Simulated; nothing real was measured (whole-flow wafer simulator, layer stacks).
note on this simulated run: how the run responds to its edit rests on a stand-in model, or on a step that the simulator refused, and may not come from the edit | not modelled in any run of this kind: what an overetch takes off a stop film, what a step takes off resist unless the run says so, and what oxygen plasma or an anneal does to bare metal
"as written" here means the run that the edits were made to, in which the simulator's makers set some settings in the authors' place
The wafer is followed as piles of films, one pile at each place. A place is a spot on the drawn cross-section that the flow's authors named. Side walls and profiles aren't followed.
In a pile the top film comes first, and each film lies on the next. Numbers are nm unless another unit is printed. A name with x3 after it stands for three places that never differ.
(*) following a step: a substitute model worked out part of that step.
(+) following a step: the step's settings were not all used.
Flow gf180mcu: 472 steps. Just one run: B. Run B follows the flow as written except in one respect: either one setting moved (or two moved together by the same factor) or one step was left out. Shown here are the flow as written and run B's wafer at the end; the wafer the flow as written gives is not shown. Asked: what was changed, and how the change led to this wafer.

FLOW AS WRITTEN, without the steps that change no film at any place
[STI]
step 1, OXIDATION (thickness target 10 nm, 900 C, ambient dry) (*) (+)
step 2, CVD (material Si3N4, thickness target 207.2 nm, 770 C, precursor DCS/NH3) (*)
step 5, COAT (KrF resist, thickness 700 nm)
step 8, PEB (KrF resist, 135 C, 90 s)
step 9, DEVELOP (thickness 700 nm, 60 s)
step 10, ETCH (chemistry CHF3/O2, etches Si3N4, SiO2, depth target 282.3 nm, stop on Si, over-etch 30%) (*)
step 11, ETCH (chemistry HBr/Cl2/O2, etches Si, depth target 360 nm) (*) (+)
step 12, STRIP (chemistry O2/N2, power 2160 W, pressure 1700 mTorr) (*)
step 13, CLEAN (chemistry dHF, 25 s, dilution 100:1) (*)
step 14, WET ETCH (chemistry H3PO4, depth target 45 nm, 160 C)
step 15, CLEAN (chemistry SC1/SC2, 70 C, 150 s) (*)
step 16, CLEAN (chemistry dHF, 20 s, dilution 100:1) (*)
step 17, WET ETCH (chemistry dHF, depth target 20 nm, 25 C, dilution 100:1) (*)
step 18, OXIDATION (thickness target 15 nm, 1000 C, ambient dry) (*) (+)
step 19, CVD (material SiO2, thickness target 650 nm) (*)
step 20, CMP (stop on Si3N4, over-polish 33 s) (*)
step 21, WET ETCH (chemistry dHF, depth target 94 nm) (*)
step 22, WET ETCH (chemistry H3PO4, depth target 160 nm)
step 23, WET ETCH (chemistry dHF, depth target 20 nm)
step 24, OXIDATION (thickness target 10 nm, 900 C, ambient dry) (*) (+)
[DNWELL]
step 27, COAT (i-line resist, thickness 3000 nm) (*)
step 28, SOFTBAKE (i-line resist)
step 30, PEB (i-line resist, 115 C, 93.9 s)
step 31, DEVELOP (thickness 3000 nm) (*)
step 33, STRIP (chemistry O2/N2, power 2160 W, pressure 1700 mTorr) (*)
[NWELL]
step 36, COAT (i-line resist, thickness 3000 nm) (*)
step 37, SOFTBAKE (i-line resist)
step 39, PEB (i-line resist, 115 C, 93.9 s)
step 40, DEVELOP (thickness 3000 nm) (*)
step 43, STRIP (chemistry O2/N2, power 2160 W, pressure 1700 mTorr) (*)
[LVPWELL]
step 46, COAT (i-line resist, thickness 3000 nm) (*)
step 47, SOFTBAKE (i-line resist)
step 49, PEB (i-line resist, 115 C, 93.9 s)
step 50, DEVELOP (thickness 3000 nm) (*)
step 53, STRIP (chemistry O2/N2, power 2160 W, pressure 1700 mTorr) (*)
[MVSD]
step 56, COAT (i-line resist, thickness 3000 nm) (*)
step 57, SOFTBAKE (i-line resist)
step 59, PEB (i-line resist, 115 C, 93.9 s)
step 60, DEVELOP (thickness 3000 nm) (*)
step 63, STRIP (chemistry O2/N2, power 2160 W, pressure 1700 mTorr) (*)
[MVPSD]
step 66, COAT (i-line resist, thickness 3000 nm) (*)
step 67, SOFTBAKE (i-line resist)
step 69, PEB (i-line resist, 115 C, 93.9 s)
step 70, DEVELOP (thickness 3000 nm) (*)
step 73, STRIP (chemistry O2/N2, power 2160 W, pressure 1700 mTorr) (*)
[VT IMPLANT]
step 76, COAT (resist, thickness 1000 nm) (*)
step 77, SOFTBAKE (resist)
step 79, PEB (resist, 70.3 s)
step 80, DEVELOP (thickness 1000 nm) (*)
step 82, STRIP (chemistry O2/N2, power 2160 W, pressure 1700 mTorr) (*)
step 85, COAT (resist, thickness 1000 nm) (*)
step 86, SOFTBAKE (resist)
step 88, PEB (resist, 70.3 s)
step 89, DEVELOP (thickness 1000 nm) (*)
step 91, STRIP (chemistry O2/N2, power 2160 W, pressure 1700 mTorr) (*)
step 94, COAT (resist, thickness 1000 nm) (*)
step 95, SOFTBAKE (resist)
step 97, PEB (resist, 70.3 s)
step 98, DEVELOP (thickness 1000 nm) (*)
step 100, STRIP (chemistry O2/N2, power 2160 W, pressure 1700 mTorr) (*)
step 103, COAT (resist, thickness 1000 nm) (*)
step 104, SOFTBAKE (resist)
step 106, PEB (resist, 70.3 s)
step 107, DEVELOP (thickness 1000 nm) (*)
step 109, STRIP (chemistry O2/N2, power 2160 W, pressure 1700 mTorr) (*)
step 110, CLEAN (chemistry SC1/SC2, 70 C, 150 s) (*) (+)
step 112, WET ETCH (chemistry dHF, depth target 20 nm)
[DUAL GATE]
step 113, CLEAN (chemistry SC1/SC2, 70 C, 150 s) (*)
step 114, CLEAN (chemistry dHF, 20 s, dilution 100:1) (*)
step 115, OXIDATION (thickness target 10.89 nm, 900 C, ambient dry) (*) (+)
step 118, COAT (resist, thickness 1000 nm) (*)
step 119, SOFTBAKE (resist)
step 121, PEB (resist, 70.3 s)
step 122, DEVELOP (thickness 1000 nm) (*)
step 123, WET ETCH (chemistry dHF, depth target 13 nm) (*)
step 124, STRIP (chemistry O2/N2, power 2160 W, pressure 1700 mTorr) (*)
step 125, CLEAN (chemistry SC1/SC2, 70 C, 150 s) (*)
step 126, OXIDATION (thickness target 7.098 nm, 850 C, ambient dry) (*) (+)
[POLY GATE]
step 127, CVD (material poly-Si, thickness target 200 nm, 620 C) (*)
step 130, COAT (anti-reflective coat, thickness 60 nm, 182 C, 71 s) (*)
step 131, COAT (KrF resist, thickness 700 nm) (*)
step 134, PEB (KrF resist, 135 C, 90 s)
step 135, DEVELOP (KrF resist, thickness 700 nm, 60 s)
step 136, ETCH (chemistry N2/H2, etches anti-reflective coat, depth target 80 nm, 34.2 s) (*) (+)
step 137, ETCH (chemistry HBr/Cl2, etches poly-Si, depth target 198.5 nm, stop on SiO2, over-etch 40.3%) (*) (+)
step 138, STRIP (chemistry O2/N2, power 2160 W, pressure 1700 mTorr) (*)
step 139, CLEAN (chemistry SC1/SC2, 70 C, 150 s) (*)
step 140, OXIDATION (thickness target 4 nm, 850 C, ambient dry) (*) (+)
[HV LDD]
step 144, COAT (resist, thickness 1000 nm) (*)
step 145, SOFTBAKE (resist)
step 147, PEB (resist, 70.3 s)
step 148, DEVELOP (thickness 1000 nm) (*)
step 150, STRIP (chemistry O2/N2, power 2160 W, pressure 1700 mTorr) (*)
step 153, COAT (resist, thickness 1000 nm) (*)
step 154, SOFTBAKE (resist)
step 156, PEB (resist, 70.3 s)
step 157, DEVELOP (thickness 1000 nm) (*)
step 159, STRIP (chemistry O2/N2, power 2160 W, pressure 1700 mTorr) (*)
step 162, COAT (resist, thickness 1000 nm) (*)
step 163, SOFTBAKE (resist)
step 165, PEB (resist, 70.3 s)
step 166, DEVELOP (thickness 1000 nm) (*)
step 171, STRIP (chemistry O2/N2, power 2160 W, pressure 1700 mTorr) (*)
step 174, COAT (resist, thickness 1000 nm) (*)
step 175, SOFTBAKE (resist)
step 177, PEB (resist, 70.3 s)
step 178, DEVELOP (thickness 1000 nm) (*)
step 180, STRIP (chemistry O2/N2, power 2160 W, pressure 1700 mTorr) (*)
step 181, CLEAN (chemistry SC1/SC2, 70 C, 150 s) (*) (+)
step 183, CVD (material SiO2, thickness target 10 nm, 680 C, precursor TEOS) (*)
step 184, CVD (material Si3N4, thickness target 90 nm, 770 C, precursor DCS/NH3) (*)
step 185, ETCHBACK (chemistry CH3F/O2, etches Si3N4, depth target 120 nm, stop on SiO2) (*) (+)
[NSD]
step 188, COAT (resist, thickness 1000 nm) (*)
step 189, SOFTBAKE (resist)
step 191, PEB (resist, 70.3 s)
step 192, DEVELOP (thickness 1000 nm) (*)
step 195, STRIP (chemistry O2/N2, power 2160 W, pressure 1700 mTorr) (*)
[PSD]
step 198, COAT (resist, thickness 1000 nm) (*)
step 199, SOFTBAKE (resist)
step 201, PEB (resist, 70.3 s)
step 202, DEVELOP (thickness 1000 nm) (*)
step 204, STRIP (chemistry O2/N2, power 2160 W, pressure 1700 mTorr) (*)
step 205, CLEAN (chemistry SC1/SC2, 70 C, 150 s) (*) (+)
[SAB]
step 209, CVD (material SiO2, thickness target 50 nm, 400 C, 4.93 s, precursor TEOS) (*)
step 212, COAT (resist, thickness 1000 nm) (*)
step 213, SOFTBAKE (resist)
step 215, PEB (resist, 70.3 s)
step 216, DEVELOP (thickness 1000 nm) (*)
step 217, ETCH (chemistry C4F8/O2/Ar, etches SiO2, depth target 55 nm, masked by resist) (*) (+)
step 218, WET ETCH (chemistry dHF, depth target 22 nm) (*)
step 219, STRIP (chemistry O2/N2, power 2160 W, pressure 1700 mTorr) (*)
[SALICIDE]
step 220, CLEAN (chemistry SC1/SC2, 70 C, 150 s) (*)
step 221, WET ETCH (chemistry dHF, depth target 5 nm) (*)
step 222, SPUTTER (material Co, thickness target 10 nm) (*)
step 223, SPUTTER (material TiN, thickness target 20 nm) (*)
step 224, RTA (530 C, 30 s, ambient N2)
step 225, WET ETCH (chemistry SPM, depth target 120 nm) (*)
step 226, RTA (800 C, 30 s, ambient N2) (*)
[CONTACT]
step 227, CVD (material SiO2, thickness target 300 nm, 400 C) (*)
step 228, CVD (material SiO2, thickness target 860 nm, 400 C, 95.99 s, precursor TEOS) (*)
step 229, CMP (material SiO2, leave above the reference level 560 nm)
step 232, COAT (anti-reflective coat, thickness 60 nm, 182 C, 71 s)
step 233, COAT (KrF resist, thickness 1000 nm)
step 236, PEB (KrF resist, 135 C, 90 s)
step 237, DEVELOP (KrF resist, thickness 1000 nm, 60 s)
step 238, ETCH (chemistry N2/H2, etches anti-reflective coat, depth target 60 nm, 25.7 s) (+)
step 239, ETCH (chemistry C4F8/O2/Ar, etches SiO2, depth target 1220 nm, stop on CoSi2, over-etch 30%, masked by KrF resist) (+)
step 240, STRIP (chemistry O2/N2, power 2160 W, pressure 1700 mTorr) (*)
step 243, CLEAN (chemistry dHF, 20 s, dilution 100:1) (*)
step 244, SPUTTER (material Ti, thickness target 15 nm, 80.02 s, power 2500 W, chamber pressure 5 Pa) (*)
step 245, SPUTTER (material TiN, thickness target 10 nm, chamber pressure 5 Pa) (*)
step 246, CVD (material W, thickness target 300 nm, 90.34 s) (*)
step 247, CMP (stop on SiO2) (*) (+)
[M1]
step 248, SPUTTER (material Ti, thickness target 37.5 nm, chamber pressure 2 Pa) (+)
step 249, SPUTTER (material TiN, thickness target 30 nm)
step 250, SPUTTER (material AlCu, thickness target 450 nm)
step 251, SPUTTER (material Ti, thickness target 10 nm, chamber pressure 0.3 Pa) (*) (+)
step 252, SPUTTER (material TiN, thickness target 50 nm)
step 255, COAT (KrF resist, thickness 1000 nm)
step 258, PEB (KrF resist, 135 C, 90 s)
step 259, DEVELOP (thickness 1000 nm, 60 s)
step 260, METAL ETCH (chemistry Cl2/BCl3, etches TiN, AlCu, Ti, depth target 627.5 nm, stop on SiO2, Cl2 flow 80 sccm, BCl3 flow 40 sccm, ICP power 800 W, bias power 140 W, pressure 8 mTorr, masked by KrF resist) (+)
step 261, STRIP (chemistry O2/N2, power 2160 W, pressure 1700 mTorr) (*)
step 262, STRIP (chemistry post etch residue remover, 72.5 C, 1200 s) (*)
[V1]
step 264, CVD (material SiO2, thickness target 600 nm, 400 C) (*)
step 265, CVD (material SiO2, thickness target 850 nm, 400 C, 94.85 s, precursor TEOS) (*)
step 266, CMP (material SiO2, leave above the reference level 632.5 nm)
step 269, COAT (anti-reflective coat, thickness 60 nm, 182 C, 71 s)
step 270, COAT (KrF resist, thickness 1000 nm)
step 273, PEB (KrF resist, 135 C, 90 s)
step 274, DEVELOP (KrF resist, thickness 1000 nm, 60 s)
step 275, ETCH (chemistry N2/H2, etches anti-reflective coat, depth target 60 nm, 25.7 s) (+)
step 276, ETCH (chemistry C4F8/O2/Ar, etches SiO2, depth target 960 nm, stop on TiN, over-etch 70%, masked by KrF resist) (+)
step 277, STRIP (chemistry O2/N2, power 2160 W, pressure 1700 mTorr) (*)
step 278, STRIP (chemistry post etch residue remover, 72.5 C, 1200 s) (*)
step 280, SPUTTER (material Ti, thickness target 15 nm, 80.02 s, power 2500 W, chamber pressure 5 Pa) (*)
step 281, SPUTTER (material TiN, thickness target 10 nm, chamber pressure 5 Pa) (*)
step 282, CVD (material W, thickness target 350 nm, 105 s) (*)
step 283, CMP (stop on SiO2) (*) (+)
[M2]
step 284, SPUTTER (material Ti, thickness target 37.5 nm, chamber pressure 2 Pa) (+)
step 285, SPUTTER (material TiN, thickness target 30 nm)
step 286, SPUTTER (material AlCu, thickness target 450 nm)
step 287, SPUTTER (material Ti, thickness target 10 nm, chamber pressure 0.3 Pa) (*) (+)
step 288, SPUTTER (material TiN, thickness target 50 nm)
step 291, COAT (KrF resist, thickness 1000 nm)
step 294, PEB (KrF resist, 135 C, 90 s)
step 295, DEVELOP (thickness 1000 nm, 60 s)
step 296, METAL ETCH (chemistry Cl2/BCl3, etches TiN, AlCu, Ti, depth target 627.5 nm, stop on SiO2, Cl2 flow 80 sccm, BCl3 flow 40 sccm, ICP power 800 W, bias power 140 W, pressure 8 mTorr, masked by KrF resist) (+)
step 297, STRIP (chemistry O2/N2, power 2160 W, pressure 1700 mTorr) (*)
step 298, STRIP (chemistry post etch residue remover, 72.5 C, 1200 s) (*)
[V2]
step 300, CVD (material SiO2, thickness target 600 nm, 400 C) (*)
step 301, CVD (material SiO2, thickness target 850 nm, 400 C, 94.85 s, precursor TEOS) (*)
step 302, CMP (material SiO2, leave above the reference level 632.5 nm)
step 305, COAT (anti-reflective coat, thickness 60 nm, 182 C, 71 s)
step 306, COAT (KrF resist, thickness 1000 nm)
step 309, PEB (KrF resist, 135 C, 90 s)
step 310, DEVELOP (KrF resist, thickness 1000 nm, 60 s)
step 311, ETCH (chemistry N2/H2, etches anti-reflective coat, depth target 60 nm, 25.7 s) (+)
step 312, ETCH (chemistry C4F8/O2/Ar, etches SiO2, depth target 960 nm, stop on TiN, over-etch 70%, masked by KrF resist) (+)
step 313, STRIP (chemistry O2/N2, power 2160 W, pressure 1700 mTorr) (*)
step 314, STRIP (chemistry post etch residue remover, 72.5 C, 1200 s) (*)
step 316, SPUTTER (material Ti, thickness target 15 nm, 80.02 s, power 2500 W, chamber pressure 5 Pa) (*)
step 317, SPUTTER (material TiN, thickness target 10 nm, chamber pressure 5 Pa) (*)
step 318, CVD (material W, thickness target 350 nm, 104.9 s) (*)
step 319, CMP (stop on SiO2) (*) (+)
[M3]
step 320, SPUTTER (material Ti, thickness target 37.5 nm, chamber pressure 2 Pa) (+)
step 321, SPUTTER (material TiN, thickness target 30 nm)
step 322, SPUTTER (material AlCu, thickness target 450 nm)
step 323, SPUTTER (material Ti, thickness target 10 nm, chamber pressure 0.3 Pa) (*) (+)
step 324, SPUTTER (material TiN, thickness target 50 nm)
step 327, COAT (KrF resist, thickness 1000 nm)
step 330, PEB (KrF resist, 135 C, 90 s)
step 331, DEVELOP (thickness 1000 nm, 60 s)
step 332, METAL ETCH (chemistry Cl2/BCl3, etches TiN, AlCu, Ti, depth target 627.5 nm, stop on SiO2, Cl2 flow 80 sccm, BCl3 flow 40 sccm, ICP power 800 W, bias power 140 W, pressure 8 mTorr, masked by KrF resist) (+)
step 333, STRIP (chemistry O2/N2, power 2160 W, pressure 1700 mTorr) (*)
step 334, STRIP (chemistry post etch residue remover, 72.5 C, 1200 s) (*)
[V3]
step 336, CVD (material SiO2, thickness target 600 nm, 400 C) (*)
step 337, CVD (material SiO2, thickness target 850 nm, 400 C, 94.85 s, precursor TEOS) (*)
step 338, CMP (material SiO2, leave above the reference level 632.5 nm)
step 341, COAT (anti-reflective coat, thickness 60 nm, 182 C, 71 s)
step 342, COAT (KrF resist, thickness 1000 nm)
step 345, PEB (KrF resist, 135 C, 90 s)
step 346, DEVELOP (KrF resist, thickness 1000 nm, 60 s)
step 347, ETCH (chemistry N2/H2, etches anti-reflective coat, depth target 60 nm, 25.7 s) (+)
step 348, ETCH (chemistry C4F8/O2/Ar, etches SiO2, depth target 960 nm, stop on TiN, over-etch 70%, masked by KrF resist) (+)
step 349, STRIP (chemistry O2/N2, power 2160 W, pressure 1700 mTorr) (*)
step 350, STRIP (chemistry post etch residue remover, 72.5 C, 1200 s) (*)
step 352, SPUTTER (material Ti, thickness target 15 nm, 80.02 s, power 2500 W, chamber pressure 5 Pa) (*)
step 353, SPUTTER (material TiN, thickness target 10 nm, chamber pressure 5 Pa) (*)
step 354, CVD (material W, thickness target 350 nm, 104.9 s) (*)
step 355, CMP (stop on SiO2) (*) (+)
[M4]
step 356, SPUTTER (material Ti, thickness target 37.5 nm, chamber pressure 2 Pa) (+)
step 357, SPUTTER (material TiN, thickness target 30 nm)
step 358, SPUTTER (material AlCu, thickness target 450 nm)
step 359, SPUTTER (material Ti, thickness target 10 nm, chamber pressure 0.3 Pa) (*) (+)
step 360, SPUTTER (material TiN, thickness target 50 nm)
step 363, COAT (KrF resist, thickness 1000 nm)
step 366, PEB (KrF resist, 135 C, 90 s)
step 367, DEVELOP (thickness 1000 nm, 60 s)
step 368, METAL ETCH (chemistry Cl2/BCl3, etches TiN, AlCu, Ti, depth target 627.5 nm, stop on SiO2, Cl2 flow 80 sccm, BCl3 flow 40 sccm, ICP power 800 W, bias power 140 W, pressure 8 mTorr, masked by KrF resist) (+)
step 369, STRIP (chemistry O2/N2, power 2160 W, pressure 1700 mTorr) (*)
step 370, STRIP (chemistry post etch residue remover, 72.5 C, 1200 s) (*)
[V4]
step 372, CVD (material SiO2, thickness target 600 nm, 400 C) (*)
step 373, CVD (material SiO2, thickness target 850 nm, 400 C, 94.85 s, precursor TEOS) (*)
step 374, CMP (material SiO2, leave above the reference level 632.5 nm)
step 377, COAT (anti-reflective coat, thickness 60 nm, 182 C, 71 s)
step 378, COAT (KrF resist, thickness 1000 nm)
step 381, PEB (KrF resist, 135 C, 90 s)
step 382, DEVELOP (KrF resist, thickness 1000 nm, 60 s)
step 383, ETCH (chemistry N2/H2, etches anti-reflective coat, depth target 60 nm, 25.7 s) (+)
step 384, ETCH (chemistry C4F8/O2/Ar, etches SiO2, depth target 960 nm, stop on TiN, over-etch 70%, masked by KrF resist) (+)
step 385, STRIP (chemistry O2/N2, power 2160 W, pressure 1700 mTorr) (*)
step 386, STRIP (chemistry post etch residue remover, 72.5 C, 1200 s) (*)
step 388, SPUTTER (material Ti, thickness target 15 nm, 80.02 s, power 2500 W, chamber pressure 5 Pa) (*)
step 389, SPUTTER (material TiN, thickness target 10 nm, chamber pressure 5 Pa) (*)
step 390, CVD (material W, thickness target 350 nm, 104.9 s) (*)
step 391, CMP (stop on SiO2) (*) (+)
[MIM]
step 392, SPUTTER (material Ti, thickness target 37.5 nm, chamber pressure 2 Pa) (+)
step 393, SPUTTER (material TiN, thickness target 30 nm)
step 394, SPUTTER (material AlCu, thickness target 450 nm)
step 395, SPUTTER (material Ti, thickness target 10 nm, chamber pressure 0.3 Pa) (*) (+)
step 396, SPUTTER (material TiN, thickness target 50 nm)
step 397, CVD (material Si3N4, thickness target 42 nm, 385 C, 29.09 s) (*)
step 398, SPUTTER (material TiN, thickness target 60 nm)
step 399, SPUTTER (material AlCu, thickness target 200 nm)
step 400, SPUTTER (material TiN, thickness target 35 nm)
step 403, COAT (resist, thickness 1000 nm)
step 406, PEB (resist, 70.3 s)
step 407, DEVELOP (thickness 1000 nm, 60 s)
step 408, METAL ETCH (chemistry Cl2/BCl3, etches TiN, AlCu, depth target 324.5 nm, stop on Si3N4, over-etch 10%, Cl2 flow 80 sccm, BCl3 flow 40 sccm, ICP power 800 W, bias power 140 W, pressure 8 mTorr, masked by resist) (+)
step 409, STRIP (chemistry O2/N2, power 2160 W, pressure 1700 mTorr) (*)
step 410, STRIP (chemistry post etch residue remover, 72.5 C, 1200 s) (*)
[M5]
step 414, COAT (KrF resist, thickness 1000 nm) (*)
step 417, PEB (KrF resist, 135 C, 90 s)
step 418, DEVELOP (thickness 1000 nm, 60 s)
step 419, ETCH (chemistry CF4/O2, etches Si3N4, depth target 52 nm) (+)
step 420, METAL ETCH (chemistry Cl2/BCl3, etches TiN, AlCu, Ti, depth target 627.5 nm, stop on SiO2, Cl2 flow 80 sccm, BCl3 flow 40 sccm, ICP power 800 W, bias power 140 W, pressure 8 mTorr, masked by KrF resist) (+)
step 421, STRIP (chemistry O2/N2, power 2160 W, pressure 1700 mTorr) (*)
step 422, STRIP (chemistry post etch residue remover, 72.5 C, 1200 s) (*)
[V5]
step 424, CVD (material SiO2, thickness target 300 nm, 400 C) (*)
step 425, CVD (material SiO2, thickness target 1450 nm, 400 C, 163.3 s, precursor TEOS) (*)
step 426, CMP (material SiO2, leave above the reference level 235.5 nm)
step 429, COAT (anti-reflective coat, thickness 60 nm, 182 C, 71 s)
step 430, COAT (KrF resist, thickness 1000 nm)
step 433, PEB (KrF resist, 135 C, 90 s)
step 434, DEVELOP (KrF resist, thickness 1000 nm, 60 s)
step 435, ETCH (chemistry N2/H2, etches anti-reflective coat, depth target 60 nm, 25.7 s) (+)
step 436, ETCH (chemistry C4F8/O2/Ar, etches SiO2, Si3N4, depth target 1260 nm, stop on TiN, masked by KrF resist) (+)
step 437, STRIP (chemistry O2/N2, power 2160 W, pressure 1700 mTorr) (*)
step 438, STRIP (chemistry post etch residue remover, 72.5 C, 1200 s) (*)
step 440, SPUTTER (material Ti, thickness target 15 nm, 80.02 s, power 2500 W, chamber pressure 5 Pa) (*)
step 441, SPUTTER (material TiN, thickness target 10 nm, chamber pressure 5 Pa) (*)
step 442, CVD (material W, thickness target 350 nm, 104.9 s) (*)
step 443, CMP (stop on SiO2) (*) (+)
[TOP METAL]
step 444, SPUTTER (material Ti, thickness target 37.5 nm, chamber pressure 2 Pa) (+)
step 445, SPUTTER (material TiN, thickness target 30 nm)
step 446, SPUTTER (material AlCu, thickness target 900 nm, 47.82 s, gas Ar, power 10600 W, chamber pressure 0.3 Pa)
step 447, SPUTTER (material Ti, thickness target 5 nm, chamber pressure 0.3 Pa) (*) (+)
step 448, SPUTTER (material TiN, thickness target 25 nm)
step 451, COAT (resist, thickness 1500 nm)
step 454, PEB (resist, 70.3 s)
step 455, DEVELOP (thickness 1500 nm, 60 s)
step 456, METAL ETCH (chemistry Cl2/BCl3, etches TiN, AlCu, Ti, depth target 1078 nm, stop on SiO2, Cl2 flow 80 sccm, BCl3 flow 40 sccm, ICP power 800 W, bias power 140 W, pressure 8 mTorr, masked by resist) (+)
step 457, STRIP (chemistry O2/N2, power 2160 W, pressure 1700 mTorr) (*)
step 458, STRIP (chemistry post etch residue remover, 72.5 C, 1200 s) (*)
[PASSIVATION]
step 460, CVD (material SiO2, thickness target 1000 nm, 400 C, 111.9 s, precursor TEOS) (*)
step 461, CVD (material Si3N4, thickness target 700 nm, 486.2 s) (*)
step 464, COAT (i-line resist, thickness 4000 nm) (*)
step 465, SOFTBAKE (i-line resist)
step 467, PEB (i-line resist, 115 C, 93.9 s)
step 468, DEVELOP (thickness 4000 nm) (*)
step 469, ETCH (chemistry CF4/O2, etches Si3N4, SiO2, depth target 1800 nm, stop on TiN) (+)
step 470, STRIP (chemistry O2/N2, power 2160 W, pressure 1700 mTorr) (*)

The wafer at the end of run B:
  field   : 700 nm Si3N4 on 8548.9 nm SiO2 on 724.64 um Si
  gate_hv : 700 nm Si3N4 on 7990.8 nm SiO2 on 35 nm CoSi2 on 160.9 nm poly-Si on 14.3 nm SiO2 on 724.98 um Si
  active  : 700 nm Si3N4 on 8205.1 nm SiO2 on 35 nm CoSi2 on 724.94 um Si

Cause: step 338, CMP: leave above the reference level 955.1 nm was run, whereas the flow has leave above the reference level 632.5 nm.

Step by step, how the change led to this:
  step 338, CMP (material SiO2, leave above the reference level 632.5 nm)
      field, field__w1, field__w2 and 103 more: nothing (it would be, as written: -300 SiO2)
      field__w8, contact, m1, m1__w1, m1_nw: -554.5 SiO2 (it would be, as written: -877.1 SiO2)
  step 341, COAT (anti-reflective coat, thickness 60 nm, 182 C, 71 s)
      field: +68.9 anti-reflective coat (new film) (it would be, as written: +60 anti-reflective coat (new film))
      field__w8: +47 anti-reflective coat (new film) (it would be, as written: +60 anti-reflective coat (new film))
      (as well as at 11 more places)
  step 347, ETCH (chemistry N2/H2, etches anti-reflective coat, depth target 60 nm, 25.7 s) (+)
      contact: -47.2 anti-reflective coat (all of it), -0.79 SiO2 (it would be, as written: -60 anti-reflective coat (all of it), -0.46 SiO2)
  step 348, ETCH (chemistry C4F8/O2/Ar, etches SiO2, depth target 960 nm, stop on TiN, over-etch 70%, masked by KrF resist) (+)
      contact: -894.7 SiO2 (all of it) (it would be, as written: -572.5 SiO2 (all of it))
  step 349, STRIP (chemistry O2/N2, power 2160 W, pressure 1700 mTorr) (*)
      field: -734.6 KrF resist (all of it), -68.9 anti-reflective coat (all of it) (it would be, as written: -739.2 KrF resist (all of it), -60 anti-reflective coat (all of it))
      field__w8: -737.1 KrF resist (all of it), -47 anti-reflective coat (all of it) (it would be, as written: -739.2 KrF resist (all of it), -60 anti-reflective coat (all of it))
      (as well as at 10 more places)
  step 352, SPUTTER (material Ti, thickness target 15 nm, 80.02 s, power 2500 W, chamber pressure 5 Pa) (*)
      contact: +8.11 Ti (new film) (it would be, as written: +9.65 Ti (new film))
  step 353, SPUTTER (material TiN, thickness target 10 nm, chamber pressure 5 Pa) (*)
      contact: +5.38 TiN (new film) (it would be, as written: +6.4 TiN (new film))
  step 354, CVD (material W, thickness target 350 nm, 104.9 s) (*)
      contact: +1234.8 W (new film) (it would be, as written: +932.3 W (new film))
  step 355, CMP (stop on SiO2) (*) (+)
      field__w8, m1, m1__w1, m1_nw: -350 W (all of it), -10 TiN (all of it), -15 Ti (all of it), -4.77 SiO2 (it would be, as written: -350 W (all of it), -10 TiN (all of it), -15 Ti (all of it), -3.78 SiO2)
  step 369, STRIP (chemistry O2/N2, power 2160 W, pressure 1700 mTorr) (*)
      field__w8: -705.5 KrF resist (all of it) (it would be, as written: -723.5 KrF resist (all of it))
      m1: -705.4 KrF resist (all of it) (it would be, as written: -723.5 KrF resist (all of it))
      (as well as at 2 more places)
  step 374, CMP (material SiO2, leave above the reference level 632.5 nm)
      field, field__w1, field__w2 and 103 more: -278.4 SiO2 (it would be, as written: -300 SiO2)
      contact: -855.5 SiO2 (it would be, as written: -877.1 SiO2)
  step 384, ETCH (chemistry C4F8/O2/Ar, etches SiO2, depth target 960 nm, stop on TiN, over-etch 70%, masked by KrF resist) (+)
      contact: -594.1 SiO2 (all of it) (it would be, as written: -572.5 SiO2 (all of it))
  step 390, CVD (material W, thickness target 350 nm, 104.9 s) (*)
      contact: +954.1 W (new film) (it would be, as written: +932.3 W (new film))
